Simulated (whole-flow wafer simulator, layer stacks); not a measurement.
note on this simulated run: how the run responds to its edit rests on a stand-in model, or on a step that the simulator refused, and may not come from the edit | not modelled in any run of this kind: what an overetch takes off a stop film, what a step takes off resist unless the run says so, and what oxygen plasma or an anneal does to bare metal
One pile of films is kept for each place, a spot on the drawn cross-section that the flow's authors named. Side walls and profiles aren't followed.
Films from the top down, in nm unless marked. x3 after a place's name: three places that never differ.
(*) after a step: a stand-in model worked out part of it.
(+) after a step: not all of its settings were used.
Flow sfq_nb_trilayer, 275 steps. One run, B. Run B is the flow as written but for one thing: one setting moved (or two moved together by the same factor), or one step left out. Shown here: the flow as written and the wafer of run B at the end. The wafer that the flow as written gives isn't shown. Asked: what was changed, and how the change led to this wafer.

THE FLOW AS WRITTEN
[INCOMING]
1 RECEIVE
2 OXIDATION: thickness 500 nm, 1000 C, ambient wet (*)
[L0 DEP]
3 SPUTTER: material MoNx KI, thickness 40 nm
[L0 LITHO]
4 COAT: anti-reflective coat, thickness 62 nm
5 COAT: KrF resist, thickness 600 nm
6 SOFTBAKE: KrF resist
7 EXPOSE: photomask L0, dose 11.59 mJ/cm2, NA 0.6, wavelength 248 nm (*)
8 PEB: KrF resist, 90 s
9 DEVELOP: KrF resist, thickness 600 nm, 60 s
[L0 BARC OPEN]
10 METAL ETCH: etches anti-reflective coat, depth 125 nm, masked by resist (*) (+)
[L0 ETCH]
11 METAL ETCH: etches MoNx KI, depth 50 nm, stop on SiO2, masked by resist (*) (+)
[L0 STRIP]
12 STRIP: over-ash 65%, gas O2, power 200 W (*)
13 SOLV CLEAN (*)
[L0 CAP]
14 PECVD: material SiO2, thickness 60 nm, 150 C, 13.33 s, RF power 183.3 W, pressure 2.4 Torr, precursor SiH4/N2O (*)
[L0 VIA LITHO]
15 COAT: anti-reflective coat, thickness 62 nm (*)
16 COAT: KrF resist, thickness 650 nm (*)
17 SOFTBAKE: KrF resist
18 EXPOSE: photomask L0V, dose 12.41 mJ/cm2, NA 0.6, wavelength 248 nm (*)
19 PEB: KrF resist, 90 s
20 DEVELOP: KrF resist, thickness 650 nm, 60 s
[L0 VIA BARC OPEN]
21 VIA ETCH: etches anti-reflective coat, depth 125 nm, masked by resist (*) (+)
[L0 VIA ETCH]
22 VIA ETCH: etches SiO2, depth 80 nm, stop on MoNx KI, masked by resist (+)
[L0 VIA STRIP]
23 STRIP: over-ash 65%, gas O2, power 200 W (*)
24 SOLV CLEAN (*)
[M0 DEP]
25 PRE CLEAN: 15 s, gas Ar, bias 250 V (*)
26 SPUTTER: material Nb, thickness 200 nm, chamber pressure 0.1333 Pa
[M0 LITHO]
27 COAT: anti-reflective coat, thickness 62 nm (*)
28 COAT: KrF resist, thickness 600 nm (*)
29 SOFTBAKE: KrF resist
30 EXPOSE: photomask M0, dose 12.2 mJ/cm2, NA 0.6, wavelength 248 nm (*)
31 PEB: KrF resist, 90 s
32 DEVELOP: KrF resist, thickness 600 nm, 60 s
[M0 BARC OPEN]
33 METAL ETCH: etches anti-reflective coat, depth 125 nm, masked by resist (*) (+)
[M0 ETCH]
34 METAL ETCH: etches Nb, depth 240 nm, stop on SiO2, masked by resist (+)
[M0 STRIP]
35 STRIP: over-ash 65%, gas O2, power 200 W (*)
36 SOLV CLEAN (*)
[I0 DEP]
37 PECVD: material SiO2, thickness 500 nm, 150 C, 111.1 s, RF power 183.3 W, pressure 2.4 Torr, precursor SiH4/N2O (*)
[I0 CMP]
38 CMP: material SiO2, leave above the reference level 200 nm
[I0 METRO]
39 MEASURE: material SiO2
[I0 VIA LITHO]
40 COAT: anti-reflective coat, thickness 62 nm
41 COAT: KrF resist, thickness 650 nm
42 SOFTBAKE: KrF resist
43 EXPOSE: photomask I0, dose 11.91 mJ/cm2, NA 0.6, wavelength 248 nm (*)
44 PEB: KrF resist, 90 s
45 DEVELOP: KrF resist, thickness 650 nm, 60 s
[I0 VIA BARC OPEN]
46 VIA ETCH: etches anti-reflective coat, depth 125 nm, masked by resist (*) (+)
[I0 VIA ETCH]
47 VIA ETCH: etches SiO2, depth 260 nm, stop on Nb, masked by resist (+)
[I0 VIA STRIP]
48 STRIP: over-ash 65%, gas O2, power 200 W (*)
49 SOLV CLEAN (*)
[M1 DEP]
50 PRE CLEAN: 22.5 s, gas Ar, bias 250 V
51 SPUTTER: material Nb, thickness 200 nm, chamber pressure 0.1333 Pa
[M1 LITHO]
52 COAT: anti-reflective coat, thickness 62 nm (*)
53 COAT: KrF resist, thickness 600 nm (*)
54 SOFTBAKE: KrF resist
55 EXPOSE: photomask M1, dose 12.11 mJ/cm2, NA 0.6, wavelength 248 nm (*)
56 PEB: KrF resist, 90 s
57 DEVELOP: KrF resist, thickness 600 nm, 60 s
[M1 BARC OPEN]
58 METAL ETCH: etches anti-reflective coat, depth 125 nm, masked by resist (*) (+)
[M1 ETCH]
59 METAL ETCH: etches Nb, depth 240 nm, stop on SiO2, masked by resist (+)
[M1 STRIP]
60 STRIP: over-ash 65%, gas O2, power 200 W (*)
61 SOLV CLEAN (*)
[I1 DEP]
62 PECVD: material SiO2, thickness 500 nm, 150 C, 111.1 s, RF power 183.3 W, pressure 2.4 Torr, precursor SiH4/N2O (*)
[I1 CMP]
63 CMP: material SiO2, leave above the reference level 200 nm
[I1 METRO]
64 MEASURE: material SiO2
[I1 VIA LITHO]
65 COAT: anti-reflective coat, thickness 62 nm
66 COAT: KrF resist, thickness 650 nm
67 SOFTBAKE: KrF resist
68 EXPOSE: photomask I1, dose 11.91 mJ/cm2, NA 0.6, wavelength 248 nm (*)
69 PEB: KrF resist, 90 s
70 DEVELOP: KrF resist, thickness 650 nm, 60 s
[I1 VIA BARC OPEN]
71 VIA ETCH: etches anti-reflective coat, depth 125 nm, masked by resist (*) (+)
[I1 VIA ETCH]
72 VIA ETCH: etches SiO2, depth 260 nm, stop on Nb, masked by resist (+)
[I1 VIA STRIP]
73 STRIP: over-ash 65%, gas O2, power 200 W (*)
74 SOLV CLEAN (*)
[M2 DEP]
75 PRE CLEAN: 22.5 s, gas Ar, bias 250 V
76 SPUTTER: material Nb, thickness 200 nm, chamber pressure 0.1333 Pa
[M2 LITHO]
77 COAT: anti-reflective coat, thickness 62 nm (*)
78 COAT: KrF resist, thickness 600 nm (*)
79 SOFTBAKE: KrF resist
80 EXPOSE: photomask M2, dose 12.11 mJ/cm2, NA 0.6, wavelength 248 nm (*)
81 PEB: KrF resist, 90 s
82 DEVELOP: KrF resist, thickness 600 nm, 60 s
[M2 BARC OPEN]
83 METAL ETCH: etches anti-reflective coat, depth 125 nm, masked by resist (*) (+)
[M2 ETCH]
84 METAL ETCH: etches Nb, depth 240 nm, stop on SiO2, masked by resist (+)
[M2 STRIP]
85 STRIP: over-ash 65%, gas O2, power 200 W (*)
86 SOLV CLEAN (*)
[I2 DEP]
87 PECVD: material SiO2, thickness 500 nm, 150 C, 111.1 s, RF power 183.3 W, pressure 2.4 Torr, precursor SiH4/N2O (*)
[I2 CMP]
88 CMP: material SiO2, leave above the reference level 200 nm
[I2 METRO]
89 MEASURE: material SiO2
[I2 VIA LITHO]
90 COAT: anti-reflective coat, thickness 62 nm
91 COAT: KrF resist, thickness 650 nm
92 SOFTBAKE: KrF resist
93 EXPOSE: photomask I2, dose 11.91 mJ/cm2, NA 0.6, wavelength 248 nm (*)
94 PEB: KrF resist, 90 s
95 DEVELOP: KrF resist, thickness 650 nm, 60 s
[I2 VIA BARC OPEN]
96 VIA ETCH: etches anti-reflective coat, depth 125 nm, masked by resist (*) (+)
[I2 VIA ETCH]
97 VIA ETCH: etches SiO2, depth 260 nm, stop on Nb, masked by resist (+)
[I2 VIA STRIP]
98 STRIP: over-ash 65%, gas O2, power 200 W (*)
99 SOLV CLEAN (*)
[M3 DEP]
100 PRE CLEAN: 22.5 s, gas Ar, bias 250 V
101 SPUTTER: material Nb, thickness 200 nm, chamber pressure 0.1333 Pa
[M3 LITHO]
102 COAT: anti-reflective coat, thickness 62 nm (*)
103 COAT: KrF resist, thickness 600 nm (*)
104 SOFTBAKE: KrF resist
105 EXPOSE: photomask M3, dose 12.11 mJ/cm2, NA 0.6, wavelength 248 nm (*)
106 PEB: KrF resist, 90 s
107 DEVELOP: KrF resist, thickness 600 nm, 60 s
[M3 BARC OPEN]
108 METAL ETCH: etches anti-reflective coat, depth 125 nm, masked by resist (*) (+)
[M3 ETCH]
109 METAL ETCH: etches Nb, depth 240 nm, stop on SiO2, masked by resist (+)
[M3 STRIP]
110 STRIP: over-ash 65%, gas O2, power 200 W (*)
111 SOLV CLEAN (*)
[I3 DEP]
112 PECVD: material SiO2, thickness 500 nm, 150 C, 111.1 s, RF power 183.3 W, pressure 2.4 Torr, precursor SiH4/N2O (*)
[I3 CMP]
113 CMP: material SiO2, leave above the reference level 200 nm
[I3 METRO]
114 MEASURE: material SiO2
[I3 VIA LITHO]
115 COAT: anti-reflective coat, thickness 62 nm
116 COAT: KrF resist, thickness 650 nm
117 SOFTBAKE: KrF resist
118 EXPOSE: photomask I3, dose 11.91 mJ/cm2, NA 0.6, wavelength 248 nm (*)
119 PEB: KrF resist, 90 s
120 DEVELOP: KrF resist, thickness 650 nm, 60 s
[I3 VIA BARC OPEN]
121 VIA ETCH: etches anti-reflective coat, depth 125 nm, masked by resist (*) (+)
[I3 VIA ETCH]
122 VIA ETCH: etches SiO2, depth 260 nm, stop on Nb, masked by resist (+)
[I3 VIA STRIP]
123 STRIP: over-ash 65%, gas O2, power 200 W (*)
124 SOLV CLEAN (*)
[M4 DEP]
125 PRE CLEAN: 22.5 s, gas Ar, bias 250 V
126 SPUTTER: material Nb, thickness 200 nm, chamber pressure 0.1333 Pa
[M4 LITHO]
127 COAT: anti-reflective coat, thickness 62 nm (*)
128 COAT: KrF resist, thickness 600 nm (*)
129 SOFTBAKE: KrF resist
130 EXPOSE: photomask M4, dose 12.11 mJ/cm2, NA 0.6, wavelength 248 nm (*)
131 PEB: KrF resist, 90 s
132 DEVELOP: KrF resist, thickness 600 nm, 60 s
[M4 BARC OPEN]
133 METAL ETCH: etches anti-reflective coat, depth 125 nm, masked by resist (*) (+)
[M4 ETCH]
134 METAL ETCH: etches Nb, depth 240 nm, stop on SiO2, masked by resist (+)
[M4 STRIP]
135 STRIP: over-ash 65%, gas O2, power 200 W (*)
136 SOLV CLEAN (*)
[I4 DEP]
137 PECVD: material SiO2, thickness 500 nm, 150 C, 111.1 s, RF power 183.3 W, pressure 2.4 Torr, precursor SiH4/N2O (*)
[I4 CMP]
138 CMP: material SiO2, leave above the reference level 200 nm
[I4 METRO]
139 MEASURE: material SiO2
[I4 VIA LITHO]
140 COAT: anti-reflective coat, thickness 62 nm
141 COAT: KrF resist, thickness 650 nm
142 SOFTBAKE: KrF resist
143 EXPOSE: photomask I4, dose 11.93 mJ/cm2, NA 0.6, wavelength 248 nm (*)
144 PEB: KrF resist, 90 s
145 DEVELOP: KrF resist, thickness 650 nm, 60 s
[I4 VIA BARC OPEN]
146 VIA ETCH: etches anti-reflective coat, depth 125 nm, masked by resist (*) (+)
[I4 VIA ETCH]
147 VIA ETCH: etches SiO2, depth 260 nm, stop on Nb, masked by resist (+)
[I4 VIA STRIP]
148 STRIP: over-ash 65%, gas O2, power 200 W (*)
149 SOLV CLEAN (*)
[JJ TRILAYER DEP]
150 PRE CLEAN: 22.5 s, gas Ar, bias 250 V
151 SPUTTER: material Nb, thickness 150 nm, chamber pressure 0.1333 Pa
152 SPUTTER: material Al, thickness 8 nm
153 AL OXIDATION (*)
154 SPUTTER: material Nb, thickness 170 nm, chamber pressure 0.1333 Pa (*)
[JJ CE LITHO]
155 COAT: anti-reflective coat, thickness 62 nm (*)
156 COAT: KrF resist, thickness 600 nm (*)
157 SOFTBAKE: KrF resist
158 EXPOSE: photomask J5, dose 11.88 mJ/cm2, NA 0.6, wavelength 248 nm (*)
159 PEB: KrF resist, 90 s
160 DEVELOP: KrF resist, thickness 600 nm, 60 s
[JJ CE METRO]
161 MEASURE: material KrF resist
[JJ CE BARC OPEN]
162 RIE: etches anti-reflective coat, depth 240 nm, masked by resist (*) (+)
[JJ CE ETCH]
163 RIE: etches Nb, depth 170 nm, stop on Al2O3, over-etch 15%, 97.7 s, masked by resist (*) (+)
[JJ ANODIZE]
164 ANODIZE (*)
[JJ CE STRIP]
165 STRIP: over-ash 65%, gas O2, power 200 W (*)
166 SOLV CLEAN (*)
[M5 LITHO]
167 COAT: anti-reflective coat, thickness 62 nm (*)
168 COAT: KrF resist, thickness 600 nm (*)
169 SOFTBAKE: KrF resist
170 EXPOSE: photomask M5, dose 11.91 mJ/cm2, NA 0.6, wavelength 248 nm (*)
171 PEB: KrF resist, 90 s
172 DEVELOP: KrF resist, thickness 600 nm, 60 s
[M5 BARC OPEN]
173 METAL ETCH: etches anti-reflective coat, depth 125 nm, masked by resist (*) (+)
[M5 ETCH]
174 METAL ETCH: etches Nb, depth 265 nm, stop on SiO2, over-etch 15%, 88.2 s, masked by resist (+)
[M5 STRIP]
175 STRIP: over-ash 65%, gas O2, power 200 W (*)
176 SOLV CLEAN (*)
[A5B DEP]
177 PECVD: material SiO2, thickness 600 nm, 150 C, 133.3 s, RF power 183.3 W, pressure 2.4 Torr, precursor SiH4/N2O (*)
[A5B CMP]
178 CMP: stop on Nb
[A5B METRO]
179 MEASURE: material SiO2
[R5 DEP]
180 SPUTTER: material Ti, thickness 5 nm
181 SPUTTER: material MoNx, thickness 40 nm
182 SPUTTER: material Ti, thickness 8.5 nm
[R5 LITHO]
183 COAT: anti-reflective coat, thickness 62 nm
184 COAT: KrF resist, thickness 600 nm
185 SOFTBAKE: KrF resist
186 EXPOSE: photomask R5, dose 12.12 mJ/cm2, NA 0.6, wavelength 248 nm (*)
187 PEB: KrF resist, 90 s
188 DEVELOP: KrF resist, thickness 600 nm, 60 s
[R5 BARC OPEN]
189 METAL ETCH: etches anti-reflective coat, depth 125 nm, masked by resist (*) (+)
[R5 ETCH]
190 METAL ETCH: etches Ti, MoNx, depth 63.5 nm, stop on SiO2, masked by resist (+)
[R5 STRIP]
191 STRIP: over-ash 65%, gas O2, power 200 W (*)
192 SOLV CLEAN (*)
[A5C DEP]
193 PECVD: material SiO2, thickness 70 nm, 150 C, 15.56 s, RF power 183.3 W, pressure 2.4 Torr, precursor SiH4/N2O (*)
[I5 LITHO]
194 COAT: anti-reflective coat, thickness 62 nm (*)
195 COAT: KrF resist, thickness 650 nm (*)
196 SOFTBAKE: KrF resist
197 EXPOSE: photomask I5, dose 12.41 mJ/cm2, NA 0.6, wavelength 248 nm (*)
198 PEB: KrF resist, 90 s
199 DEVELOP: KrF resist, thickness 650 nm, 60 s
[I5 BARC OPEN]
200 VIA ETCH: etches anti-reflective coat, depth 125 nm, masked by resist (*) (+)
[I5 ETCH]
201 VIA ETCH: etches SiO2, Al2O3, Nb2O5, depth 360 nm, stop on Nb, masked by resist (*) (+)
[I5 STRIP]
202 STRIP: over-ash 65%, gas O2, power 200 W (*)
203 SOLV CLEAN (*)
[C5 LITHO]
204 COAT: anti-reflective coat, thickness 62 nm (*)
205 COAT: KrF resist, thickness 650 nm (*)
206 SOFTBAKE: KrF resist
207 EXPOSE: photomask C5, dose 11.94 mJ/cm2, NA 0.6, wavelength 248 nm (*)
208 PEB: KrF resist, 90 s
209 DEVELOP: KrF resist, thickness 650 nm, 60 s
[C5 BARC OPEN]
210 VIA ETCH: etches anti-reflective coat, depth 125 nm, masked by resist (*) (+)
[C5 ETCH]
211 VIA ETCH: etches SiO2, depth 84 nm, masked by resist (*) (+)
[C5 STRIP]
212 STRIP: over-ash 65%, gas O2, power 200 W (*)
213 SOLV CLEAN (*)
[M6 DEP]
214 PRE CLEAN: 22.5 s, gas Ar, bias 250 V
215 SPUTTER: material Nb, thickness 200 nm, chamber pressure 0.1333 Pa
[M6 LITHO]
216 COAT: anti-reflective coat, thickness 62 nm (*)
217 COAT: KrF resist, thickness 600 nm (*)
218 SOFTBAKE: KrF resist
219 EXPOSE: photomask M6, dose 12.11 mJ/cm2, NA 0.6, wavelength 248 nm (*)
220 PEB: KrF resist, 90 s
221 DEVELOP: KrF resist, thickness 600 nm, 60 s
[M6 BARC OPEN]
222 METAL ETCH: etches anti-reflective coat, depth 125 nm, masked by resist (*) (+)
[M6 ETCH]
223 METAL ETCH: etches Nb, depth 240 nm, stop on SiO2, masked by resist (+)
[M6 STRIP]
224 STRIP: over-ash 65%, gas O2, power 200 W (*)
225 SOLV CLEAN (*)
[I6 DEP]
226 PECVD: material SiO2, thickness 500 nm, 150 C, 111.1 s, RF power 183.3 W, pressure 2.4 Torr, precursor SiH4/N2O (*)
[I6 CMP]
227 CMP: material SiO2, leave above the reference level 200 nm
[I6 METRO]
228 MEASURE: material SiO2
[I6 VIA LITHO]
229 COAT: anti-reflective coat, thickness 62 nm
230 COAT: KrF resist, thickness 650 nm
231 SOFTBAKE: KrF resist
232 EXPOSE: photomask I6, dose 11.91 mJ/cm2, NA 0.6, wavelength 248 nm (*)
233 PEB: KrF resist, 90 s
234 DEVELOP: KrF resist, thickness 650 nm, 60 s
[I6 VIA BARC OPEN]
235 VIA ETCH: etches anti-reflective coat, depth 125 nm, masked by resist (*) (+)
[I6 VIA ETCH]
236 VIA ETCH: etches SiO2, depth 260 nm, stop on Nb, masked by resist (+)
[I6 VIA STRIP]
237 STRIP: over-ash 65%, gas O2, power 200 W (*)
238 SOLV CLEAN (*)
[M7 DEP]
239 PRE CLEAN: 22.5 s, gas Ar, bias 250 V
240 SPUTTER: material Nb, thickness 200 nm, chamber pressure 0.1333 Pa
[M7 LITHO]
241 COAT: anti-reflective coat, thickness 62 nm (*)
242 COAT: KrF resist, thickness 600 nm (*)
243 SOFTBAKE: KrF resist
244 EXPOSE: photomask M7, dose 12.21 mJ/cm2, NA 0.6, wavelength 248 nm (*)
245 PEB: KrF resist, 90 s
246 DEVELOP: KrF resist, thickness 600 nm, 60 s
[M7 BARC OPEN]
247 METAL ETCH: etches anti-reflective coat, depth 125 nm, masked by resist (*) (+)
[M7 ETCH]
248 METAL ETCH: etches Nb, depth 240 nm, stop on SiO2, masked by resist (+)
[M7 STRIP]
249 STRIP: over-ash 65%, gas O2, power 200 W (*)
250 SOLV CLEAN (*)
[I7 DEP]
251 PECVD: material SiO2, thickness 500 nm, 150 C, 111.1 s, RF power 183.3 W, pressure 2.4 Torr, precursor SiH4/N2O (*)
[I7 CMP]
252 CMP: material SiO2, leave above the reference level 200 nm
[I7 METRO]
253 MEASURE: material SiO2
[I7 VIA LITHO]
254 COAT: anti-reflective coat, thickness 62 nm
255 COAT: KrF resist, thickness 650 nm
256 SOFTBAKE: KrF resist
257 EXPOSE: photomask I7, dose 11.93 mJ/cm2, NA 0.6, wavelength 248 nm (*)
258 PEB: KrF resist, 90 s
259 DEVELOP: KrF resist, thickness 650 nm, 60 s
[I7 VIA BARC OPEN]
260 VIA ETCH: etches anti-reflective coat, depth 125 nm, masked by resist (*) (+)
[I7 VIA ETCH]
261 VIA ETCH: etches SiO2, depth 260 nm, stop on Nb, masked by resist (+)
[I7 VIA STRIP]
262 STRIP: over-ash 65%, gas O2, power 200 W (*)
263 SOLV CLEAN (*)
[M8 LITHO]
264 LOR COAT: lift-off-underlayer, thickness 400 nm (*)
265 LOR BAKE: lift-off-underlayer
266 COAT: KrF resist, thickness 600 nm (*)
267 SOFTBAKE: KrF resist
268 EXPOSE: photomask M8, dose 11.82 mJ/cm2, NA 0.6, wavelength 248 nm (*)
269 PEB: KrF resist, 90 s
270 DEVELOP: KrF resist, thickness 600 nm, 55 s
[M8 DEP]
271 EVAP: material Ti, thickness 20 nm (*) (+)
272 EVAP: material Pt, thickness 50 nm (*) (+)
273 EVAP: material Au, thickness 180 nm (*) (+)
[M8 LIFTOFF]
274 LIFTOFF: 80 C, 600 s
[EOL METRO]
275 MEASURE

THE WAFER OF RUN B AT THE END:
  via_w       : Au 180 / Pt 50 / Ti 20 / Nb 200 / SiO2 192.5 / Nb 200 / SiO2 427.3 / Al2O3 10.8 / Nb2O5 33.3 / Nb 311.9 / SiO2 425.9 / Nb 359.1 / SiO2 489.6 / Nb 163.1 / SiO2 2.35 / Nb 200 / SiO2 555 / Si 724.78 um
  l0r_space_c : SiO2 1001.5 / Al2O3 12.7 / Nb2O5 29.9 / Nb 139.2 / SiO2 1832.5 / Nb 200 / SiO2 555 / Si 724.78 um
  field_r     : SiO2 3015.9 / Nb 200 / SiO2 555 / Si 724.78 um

The cause: step 38, CMP: leave above the reference level 270 nm was run, where the flow has leave above the reference level 200 nm.

How the change led to this, step by step:
  38 CMP: material SiO2, leave above the reference level 200 nm
      v_sur, via_wl, via_w and 94 more: SiO2 -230 (as written it would be: SiO2 -300)
      field_l, l0_sur, l0r_line_l, l0r_line_c, l0r_line_r: SiO2 -270 (as written it would be: SiO2 -340)
      (and at 4 more places)
  47 VIA ETCH: etches SiO2, depth 260 nm, stop on Nb, masked by resist (+)
      via_w: SiO2 -260 (as written it would be: SiO2 -199.8 (all of it))
  50 PRE CLEAN: 22.5 s, gas Ar, bias 250 V
      via_w: SiO2 -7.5 (as written it would be: Nb -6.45)
  51 SPUTTER: material Nb, thickness 200 nm, chamber pressure 0.1333 Pa
      via_w: Nb +163.1 (new film) (as written it would be: Nb +174.5)
  52 COAT: anti-reflective coat, thickness 62 nm (*)
      via_w: anti-reflective coat +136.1 (new film) (as written it would be: anti-reflective coat +123.1 (new film))
      via_wr: anti-reflective coat +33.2 (new film) (as written it would be: anti-reflective coat +34.9 (new film))
  53 COAT: KrF resist, thickness 600 nm (*)
      via_w: KrF resist +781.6 (new film) (as written it would be: KrF resist +731.8 (new film))
  60 STRIP: over-ash 65%, gas O2, power 200 W (*)
      via_w: KrF resist -563.6 (all of it), anti-reflective coat -136.1 (all of it) (as written it would be: KrF resist -513.8 (all of it), anti-reflective coat -123.1 (all of it))
      via_wr: KrF resist -378.6 (all of it), anti-reflective coat -33.2 (all of it) (as written it would be: KrF resist -384.4 (all of it), anti-reflective coat -34.9 (all of it))
  62 PECVD: material SiO2, thickness 500 nm, 150 C, 111.1 s, RF power 183.3 W, pressure 2.4 Torr, precursor SiH4/N2O (*)
      via_w: SiO2 +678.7 (new film) (as written it would be: SiO2 +606 (new film))
Counting metal films that touch as one body, via_w has 6 bodies (between them, from the top down: SiO2 192.5; SiO2 427.3 / Al2O3 10.8 / Nb2O5 33.3; SiO2 425.9; SiO2 489.6; SiO2 2.35); the flow as written gives 5 bodies (between them, from the top down: SiO2 192.5; SiO2 427.3 / Al2O3 10.8 / Nb2O5 33.3; SiO2 425.9; SiO2 416.9).
